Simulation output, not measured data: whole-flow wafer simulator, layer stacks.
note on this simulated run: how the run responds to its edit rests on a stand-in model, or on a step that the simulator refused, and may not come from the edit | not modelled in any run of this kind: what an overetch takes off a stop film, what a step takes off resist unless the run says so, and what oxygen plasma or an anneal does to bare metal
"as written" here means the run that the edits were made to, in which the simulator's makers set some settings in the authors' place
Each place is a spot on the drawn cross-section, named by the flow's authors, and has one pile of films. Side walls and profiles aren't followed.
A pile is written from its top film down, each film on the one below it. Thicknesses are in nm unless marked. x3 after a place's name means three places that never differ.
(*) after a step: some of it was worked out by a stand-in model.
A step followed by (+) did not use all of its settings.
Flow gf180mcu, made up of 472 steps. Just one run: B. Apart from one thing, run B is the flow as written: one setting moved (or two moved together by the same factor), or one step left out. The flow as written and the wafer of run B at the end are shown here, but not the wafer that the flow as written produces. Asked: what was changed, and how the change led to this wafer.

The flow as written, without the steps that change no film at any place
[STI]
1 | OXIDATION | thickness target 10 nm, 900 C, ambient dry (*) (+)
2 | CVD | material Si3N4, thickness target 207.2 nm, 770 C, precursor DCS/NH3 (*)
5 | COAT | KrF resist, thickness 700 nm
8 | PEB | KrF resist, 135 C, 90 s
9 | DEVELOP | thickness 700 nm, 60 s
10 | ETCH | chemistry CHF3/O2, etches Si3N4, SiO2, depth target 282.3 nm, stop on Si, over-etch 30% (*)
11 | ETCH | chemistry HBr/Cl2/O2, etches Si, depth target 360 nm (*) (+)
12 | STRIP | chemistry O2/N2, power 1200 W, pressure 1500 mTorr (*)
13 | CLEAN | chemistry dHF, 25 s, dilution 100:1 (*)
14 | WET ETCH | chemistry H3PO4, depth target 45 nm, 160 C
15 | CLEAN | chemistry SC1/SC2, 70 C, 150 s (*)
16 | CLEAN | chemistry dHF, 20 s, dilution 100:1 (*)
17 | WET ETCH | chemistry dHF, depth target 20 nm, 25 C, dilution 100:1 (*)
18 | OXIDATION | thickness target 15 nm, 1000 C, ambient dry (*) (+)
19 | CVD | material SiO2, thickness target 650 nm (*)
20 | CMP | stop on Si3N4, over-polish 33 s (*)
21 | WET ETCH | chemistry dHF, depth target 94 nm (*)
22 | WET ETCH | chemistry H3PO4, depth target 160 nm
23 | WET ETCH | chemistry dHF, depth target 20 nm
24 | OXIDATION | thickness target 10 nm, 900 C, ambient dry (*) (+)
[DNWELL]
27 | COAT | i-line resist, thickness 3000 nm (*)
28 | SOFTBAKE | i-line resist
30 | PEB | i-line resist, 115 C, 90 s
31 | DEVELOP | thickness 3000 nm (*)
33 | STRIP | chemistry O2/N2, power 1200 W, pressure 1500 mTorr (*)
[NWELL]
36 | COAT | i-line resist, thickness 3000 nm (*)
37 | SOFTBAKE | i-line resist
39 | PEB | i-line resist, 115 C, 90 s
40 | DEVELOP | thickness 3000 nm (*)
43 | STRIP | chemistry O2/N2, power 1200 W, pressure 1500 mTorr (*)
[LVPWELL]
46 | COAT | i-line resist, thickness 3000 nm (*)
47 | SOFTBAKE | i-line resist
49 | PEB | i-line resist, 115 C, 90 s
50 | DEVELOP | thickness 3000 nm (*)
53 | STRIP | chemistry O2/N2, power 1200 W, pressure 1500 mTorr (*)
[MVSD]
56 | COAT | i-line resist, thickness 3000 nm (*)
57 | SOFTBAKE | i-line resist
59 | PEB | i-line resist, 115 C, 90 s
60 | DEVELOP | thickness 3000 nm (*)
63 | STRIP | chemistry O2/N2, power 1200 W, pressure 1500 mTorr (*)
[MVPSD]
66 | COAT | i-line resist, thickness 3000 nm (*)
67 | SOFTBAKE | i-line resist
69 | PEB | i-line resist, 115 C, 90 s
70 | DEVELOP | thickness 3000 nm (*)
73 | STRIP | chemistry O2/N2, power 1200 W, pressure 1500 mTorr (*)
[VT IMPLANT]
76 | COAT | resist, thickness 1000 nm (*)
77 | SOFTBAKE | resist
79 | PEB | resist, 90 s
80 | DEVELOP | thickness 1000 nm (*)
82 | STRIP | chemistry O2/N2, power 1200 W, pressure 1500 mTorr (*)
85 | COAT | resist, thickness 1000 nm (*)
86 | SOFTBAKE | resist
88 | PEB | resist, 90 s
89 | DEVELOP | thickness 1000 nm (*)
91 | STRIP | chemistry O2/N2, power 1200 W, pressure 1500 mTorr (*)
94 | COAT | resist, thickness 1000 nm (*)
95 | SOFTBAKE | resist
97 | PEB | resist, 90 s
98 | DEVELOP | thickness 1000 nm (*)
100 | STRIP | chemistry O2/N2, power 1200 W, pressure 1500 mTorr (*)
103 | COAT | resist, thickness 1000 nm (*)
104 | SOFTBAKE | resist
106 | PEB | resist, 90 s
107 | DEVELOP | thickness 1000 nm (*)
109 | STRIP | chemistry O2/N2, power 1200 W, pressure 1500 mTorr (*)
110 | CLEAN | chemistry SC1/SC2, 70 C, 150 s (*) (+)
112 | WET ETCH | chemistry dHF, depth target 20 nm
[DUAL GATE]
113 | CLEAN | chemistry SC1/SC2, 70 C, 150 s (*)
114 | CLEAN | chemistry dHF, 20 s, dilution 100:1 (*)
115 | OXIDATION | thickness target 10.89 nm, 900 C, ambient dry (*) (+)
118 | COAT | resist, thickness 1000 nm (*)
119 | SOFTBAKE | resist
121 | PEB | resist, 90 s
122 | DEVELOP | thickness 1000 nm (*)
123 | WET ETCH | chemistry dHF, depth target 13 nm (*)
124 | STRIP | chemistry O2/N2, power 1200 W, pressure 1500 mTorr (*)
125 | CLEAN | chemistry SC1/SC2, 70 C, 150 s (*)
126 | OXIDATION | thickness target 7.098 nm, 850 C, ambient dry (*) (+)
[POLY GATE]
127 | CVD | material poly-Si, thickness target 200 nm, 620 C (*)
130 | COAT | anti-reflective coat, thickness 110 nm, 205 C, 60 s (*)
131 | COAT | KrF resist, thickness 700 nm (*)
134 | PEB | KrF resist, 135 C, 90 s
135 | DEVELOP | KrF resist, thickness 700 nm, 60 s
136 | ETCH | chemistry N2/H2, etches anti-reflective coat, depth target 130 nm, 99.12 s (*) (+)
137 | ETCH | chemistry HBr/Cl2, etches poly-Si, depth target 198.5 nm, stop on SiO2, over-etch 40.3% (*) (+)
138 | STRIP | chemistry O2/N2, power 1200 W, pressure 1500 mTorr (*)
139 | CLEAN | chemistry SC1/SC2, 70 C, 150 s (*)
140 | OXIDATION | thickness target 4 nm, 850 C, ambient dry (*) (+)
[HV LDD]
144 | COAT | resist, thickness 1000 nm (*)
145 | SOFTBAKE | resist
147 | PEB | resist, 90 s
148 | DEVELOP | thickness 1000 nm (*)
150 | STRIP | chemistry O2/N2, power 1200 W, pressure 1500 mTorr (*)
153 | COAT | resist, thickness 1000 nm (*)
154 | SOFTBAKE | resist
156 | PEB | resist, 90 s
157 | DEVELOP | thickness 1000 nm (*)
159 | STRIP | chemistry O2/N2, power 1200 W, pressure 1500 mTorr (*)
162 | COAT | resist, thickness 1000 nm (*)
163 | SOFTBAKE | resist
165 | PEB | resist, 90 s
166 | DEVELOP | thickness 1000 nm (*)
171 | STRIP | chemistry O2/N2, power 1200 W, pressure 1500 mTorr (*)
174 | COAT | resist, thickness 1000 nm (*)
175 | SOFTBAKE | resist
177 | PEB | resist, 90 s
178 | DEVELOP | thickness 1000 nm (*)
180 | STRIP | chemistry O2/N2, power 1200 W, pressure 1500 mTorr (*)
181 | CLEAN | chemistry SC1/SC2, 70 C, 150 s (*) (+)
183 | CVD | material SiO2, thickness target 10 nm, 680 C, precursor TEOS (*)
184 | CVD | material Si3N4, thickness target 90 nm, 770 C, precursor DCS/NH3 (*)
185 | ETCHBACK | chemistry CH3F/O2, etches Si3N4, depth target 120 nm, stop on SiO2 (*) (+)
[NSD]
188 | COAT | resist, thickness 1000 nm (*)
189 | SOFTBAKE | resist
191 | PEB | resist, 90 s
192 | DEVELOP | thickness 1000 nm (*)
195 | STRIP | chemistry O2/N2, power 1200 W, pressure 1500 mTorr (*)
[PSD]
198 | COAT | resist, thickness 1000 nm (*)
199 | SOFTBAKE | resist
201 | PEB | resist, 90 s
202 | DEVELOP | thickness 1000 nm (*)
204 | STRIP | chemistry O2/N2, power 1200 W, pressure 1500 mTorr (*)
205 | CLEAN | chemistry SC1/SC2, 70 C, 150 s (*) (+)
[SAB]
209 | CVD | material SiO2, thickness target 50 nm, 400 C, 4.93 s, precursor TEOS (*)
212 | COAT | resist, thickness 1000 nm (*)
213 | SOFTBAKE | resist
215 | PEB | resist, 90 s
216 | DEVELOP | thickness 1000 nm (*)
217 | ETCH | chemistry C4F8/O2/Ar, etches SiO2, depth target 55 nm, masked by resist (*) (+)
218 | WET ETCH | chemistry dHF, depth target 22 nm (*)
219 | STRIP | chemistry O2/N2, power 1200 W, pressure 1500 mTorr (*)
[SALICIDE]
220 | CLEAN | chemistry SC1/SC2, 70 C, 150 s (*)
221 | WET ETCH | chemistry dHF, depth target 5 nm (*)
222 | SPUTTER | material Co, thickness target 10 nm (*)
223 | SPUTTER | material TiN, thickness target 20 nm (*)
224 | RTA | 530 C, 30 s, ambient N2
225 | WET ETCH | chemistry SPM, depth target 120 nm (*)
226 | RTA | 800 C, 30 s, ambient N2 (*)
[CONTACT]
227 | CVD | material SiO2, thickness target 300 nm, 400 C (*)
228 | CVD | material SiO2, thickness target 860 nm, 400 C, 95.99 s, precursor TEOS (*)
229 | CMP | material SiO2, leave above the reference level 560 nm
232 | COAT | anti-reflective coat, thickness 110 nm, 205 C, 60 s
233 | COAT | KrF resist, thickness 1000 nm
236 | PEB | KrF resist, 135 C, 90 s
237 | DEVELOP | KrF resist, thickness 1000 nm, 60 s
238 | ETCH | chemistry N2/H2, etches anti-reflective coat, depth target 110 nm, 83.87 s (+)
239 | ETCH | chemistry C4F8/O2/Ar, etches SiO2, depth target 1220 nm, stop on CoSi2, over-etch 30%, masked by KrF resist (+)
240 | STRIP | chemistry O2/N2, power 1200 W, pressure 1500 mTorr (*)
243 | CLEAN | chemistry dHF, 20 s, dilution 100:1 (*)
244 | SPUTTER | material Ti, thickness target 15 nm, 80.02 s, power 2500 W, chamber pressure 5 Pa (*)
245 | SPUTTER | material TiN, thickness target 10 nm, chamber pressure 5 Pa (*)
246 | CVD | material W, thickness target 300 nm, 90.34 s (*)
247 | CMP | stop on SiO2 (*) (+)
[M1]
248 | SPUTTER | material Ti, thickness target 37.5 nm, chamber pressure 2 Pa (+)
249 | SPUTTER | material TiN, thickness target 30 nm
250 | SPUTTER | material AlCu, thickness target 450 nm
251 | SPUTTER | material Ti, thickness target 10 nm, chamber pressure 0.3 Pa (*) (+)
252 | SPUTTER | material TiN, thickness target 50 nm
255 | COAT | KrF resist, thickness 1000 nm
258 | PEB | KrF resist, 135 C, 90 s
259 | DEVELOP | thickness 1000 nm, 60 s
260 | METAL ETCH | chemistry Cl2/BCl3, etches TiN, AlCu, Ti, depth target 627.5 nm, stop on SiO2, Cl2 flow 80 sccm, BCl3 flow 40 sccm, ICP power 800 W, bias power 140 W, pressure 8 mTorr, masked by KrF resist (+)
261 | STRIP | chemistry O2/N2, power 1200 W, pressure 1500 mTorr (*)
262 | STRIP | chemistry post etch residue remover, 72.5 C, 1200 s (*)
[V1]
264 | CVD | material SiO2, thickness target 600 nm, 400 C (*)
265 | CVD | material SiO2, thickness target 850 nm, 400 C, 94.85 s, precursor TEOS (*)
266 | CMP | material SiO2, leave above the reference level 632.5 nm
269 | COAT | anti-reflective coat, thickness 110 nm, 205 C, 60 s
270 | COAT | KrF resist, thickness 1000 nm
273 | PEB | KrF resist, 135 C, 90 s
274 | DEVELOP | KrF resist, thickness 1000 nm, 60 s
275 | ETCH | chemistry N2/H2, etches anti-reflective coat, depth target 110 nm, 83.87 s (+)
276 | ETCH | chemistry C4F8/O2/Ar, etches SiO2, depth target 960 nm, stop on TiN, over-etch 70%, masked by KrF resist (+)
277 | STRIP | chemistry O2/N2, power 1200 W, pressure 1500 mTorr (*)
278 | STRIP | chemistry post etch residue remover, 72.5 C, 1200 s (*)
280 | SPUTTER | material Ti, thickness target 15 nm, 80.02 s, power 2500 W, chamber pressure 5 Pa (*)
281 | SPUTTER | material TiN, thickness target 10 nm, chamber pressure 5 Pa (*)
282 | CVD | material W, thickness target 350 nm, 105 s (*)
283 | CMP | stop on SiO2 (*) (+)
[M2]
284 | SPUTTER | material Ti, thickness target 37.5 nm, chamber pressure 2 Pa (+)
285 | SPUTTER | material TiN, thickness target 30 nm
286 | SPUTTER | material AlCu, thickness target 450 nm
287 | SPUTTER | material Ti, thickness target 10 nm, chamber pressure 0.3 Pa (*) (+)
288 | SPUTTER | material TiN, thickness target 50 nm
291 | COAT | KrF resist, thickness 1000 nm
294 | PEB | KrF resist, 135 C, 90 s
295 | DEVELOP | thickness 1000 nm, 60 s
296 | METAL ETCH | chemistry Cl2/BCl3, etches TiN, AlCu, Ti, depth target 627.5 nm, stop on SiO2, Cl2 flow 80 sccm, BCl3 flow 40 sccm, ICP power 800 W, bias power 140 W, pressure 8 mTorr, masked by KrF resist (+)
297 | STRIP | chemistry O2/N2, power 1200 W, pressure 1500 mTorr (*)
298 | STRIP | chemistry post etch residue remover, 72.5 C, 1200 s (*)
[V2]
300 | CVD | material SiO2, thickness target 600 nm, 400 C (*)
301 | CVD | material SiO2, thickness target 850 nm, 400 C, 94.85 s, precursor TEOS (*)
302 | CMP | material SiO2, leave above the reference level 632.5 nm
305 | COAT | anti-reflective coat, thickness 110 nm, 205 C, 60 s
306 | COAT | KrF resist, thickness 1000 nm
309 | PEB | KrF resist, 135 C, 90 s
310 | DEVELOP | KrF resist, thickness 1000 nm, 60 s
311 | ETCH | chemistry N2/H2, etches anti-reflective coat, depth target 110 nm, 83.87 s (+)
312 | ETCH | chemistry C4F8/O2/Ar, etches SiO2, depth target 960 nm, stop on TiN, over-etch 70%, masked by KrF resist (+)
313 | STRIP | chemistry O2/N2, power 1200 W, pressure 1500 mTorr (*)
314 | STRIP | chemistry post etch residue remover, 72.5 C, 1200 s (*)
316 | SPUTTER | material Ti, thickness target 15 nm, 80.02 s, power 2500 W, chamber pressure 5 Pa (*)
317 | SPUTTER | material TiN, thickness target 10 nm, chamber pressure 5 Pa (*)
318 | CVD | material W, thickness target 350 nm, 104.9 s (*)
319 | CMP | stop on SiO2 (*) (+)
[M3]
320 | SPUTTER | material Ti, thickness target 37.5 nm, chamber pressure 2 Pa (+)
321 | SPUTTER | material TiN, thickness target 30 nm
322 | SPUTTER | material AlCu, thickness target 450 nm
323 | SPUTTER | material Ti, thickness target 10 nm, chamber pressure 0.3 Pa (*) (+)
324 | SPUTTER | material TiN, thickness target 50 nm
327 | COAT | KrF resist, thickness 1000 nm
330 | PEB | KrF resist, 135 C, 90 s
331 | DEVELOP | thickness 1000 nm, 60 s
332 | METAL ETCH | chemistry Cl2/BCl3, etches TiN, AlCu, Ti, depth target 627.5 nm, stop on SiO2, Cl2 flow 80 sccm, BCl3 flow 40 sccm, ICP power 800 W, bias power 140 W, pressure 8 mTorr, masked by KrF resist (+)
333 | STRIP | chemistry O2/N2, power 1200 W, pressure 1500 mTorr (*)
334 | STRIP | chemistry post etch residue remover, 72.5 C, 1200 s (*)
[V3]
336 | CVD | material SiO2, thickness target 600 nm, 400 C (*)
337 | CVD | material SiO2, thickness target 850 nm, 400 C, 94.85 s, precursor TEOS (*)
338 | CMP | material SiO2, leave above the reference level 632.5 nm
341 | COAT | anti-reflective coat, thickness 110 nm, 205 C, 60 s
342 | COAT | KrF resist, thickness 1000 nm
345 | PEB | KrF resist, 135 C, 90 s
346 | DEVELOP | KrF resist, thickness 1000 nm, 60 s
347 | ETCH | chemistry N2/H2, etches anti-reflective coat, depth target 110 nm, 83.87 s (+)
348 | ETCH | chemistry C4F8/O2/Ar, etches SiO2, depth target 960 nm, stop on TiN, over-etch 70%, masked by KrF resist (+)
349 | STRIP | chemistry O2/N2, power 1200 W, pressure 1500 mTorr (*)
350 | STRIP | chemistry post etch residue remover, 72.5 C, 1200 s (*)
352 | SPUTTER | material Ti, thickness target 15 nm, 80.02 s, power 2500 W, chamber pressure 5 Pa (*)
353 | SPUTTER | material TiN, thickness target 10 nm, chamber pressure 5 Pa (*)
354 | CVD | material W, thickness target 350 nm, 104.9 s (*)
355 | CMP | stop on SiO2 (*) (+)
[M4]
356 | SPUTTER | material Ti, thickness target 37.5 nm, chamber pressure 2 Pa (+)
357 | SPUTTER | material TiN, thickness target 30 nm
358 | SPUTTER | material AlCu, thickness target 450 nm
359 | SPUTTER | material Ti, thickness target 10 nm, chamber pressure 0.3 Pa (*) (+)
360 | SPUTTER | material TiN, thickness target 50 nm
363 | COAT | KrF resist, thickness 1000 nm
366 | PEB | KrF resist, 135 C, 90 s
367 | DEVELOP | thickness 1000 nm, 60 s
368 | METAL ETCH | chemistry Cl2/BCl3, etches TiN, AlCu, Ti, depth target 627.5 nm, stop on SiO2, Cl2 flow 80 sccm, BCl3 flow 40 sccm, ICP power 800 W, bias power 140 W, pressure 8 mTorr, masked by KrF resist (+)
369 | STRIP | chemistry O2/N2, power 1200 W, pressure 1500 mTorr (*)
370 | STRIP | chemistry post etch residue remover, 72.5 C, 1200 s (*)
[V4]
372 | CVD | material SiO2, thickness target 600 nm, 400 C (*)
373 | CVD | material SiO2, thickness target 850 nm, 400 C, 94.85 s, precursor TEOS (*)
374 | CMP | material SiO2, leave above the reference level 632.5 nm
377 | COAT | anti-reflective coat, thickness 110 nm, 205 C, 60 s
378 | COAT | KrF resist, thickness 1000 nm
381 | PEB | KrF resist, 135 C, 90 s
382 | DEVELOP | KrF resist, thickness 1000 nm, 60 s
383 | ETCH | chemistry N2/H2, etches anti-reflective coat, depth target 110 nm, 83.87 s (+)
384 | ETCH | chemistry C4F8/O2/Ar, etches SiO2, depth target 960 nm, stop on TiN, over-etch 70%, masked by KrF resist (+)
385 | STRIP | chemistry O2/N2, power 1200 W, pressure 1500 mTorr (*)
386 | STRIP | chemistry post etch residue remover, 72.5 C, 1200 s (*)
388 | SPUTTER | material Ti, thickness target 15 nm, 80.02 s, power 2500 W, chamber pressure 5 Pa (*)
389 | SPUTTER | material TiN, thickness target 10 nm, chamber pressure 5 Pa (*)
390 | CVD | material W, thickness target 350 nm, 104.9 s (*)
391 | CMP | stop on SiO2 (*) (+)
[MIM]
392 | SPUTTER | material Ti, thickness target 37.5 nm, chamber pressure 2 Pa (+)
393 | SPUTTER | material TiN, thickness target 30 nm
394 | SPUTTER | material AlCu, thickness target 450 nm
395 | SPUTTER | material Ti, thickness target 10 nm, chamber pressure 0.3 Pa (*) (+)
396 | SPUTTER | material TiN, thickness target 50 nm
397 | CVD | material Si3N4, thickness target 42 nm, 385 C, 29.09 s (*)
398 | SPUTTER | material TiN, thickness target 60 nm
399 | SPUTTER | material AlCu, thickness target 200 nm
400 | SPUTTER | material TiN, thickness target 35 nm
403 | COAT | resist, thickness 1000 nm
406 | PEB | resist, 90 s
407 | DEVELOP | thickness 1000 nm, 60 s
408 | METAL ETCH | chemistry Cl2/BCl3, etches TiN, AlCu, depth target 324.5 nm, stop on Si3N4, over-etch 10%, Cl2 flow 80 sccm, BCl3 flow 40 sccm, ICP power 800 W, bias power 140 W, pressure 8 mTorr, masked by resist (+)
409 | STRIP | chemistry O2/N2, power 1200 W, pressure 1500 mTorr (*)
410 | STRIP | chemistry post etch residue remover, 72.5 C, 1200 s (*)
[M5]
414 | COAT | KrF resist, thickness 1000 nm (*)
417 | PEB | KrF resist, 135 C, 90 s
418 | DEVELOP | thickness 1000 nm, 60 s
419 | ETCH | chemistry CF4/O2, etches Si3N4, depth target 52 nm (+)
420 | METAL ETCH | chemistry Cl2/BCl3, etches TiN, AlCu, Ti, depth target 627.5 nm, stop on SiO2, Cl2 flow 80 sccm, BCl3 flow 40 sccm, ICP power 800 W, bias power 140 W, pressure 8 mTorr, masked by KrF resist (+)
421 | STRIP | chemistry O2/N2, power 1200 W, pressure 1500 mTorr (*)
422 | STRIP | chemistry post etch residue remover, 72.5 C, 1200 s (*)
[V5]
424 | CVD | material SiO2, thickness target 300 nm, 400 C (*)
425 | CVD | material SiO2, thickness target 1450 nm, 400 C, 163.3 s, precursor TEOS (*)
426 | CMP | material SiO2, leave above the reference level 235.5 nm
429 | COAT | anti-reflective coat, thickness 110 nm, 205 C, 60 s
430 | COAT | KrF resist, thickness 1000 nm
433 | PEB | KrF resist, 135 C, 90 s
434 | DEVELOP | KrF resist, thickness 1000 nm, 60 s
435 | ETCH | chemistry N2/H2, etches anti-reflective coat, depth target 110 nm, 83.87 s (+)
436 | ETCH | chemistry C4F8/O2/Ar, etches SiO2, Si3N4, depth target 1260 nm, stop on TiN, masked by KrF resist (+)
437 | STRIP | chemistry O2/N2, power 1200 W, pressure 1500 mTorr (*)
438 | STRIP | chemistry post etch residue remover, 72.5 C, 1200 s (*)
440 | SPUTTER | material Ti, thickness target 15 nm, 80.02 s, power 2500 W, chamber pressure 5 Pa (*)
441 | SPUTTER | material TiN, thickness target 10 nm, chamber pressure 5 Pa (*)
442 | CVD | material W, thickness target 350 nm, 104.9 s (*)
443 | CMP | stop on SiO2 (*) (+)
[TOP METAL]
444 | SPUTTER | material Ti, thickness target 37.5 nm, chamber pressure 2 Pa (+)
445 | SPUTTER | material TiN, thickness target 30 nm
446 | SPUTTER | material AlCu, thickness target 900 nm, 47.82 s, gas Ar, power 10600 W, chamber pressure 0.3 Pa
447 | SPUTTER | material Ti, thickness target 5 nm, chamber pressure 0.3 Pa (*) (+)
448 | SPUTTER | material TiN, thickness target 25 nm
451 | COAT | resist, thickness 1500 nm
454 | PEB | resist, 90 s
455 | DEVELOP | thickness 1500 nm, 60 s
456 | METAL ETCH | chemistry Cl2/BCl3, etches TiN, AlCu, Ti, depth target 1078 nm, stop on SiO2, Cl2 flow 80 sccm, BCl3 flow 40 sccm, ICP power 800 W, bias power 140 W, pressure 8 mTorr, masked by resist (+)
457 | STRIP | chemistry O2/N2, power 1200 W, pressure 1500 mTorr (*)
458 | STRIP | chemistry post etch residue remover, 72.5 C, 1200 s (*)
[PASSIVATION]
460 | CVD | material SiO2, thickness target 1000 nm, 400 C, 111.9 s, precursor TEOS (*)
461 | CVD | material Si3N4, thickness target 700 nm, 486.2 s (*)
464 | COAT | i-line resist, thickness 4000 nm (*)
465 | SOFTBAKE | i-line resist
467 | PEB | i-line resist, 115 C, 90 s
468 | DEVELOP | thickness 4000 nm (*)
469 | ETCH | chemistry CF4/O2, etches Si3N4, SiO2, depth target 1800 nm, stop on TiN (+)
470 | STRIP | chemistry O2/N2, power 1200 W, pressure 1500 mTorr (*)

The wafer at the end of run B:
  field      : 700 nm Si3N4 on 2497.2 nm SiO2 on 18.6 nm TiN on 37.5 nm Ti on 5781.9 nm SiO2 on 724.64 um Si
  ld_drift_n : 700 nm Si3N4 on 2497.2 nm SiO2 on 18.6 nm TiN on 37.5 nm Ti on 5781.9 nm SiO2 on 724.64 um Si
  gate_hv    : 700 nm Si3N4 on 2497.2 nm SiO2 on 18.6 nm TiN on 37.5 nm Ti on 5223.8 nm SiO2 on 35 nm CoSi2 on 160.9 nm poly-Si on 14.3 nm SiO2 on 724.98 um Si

The reason: step 394, SPUTTER: thickness target 558 nm was run, while the flow as written has thickness target 450 nm.

The path from the change to this, step by step:
  394 | SPUTTER | material AlCu, thickness target 450 nm
      field, field__w1, field__w2 and 108 more: AlCu gains 558 (new film) (it would be, as written: AlCu gains 450 (new film))
  420 | METAL ETCH | chemistry Cl2/BCl3, etches TiN, AlCu, Ti, depth target 627.5 nm, stop on SiO2, Cl2 flow 80 sccm, BCl3 flow 40 sccm, ICP power 800 W, bias power 140 W, pressure 8 mTorr, masked by KrF resist (+)
      field, field__w1, field__w2 and 101 more: TiN loses 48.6 (all of it), Ti loses 10 (all of it), AlCu loses 558 (all of it), TiN loses 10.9 (it would be, as written: TiN loses 48.6 (all of it), Ti loses 10 (all of it), AlCu loses 450 (all of it), TiN loses 30 (all of it), Ti loses 37.5 (all of it))
  424 | CVD | material SiO2, thickness target 300 nm, 400 C (*)
      field, field__w1, field__w2 and 101 more: SiO2 gains 300 (new film) (it would be, as written: SiO2 gains 300)
  426 | CMP | material SiO2, leave above the reference level 235.5 nm
      field, field__w1, field__w5 and 92 more: SiO2 loses 249 (it would be, as written: SiO2 loses 300.8)
      field__w2, field__w3, field__w12 and 6 more: SiO2 loses 218.5 (it would be, as written: SiO2 loses 272.7)
With metal films that touch counted as one body, field has 1 body; the flow as written gives 0 bodies.
With metal films that touch counted as one body, ld_drift_n has 1 body; the flow as written gives 0 bodies.
With metal films that touch counted as one body, gate_hv has 2 bodies (between them, from the top down: SiO2 5223.8); the flow as written gives 1 body.
